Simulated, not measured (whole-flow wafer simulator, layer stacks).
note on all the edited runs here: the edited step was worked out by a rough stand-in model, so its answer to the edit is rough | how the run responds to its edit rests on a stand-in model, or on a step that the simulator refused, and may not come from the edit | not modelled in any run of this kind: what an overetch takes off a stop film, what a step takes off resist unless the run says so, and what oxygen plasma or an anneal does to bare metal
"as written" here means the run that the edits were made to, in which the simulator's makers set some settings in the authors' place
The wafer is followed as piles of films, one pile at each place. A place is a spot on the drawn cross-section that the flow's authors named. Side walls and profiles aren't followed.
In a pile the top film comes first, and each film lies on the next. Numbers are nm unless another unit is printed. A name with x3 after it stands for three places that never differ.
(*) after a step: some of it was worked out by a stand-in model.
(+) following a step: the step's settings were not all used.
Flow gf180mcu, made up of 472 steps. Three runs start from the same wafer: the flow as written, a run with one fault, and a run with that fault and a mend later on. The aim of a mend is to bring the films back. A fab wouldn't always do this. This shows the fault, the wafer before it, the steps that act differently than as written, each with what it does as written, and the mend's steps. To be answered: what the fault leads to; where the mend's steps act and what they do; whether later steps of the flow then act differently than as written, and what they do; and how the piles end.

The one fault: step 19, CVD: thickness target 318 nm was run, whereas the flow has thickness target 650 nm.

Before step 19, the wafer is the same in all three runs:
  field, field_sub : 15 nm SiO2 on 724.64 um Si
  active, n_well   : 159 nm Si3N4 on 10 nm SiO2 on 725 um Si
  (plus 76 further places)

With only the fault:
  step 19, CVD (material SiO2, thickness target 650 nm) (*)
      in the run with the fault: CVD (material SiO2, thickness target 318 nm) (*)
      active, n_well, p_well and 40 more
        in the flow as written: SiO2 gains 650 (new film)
        in the run with the fault: SiO2 gains 318 (new film)
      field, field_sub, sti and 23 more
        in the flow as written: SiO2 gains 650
        in the run with the fault: SiO2 gains 318
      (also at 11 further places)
  Steps later in the flow that act otherwise than as written (5 other steps are not shown; they differ only slightly, by no more than 2% or 0.5 nm, whichever is larger):
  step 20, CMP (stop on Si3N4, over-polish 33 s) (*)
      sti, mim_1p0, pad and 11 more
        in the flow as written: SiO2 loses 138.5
        in the run with the fault: nothing
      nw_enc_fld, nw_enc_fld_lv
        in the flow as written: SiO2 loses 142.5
        in the run with the fault: nothing
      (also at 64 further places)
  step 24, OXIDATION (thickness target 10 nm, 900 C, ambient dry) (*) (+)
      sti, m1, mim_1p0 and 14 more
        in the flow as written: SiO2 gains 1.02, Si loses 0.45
        in the run with the fault: SiO2 gains 1.64, Si loses 0.72
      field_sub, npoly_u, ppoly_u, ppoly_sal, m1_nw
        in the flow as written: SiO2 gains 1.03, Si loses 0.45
        in the run with the fault: SiO2 gains 1.64, Si loses 0.72
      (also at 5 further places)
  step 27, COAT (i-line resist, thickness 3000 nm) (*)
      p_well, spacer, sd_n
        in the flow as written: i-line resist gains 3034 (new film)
        in the run with the fault: i-line resist gains 2852.1 (new film)
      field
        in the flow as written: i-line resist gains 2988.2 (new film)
        in the run with the fault: i-line resist gains 3080.2 (new film)
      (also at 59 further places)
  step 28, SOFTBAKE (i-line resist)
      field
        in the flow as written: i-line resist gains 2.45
        in the run with the fault: i-line resist loses 10.9
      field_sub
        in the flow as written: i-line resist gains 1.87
        in the run with the fault: i-line resist loses 7.09
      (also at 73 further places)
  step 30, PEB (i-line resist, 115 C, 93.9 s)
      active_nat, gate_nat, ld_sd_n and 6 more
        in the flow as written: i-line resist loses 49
        in the run with the fault: i-line resist loses 47.3
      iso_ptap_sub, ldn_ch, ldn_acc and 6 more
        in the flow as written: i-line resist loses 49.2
        in the run with the fault: i-line resist loses 46.9
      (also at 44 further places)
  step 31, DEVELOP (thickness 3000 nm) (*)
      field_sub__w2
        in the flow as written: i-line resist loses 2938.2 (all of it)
        in the run with the fault: i-line resist loses 3013.3 (all of it)
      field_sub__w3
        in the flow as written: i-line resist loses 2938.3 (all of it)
        in the run with the fault: i-line resist loses 3018.4 (all of it)
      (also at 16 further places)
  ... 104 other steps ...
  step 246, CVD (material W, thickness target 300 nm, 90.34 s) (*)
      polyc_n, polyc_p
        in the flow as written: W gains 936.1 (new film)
        in the run with the fault: W gains 1128.6 (new film)
  The piles end different from the flow's at field__w6, active_hv, ld_drn_p and 15 more by more than 2% or 0.5 nm, whichever is larger.
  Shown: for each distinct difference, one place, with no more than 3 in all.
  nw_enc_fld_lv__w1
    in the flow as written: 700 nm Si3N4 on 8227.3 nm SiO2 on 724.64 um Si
    in the run with the fault: 700 nm Si3N4 on 7933.6 nm SiO2 on 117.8 nm poly-Si on 176.6 nm SiO2 on 724.63 um Si
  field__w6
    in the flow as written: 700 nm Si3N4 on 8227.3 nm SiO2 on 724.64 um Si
    in the run with the fault: 700 nm Si3N4 on 7911.7 nm SiO2 on 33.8 nm CoSi2 on 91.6 nm poly-Si on 190.9 nm SiO2 on 724.63 um Si
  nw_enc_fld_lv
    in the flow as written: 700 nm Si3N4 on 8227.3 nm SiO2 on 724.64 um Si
    in the run with the fault: 700 nm Si3N4 on 7935.5 nm SiO2 on 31 nm CoSi2 on 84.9 nm poly-Si on 176.6 nm SiO2 on 724.63 um Si

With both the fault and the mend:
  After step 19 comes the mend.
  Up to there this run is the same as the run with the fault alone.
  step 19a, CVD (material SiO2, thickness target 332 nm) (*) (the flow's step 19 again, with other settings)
      field, field_sub, active and 76 more
        SiO2 gains 332
      m1
        SiO2 gains 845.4
  Every later step of the flow that is run acts as written, at every place that is followed, to within 2% or 0.5 nm, whichever is larger.
  When the end is reached, the piles differ only a little from the flow's at the places that both follow, at most by 2% or 0.5 nm, whichever is larger.
